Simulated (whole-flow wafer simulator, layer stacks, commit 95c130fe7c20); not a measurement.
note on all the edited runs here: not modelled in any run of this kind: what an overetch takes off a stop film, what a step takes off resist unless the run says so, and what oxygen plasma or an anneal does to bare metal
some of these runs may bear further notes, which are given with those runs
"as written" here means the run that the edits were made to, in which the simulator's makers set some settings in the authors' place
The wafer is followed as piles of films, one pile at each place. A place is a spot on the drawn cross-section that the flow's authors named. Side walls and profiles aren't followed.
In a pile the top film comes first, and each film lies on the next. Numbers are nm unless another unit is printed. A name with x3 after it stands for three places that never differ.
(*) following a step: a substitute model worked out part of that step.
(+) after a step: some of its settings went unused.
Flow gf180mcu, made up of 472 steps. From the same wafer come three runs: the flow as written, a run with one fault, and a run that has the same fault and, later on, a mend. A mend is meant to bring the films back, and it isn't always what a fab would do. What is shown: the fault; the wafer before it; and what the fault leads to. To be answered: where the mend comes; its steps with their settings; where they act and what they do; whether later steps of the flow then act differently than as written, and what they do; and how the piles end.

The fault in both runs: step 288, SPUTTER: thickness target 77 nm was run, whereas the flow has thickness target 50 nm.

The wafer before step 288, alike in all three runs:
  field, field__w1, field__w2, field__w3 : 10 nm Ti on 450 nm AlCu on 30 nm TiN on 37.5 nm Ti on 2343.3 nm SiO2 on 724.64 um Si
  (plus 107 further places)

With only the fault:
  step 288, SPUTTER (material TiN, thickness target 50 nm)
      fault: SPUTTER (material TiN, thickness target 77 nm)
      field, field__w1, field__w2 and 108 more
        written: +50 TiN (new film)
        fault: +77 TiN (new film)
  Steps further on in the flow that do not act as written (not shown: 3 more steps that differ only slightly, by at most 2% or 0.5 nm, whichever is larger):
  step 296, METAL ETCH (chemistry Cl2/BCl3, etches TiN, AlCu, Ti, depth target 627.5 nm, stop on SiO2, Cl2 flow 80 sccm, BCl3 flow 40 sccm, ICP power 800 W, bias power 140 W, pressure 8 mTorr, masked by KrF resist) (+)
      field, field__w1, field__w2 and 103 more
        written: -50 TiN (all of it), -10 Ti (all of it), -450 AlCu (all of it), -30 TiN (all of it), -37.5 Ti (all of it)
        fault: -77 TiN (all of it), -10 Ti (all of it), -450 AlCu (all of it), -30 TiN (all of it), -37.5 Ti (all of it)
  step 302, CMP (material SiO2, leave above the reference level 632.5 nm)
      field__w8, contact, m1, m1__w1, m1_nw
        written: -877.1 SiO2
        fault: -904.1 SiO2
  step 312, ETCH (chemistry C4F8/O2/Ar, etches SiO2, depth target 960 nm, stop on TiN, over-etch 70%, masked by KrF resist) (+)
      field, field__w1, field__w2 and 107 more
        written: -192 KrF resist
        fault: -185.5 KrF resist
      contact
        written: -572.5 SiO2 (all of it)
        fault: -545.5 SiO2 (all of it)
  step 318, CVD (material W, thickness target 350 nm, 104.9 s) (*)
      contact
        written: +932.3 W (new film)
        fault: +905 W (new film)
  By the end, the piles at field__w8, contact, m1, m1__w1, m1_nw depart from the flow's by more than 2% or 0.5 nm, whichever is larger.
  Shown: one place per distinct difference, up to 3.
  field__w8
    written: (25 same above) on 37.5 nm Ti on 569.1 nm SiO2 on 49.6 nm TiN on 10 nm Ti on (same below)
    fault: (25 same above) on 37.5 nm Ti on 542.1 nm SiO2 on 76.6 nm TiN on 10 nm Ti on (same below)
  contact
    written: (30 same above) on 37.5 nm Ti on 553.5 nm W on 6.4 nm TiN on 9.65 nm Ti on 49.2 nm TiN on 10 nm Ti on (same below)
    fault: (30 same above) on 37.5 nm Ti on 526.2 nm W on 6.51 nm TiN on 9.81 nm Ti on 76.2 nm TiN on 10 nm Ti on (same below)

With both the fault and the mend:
  The mend follows step 288.
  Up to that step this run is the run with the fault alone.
  step 288a, METAL ETCH (chemistry Cl2/BCl3, etches TiN, AlCu, Ti, depth target 27 nm, Cl2 flow 80 sccm, BCl3 flow 40 sccm, ICP power 800 W, bias power 140 W, pressure 8 mTorr) (a further turn of the flow's step 260, with different settings)
      field, field__w1, field__w2 and 108 more
        -27 TiN
  None of the later steps of the flow acts differently than as written at any place that is followed.
  By the end, the piles equal the flow's at every place that both follow.
